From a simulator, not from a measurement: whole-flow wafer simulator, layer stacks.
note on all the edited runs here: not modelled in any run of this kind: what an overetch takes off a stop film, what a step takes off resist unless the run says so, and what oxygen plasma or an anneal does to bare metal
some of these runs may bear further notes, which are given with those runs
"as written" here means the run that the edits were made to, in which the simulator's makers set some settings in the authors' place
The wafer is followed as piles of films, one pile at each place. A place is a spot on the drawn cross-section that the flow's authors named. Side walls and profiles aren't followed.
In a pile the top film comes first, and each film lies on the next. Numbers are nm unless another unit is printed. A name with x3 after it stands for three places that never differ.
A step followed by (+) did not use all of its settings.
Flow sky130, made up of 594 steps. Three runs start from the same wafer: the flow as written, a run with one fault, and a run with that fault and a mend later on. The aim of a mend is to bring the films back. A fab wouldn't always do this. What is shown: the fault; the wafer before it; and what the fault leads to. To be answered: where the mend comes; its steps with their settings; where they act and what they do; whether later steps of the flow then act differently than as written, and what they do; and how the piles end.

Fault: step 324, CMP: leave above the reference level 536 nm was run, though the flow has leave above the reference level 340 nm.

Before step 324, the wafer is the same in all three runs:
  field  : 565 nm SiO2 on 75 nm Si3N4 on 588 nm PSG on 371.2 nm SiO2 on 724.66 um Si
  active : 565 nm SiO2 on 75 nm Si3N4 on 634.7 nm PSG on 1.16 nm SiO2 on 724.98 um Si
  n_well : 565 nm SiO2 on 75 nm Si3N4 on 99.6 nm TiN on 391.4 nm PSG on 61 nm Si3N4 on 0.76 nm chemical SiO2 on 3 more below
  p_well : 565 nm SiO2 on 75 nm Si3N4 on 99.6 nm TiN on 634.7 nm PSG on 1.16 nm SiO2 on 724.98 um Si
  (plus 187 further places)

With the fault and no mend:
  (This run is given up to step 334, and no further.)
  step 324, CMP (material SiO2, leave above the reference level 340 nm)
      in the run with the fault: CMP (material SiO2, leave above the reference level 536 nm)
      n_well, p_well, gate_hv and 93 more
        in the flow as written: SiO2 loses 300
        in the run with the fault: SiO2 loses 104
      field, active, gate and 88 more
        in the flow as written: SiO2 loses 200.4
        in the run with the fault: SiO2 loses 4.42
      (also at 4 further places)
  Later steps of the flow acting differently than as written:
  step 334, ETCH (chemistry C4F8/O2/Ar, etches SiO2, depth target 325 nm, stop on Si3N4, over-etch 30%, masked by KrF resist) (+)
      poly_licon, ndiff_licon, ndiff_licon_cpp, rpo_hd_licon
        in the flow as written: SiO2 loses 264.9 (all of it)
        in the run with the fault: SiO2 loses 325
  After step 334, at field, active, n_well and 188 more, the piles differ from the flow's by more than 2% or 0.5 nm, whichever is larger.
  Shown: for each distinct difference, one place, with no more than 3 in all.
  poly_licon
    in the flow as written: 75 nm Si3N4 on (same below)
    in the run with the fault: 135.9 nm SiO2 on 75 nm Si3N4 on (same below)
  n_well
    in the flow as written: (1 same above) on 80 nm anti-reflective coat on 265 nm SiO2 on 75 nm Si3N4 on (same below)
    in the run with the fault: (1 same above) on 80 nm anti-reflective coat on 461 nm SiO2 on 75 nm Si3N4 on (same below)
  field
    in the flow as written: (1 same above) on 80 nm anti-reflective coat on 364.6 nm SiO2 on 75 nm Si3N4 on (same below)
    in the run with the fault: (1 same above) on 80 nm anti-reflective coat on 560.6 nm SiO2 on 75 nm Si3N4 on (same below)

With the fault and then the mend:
  The mend stands after step 324.
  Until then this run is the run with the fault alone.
  step 324a, CMP (material SiO2, leave above the reference level 340 nm) (the flow's step 324, run once more)
      field, active, n_well and 188 more
        SiO2 loses 196
  Later steps of the flow that are run all act as written at every place that is followed.
  By the end, the piles equal the flow's at every place that both follow.
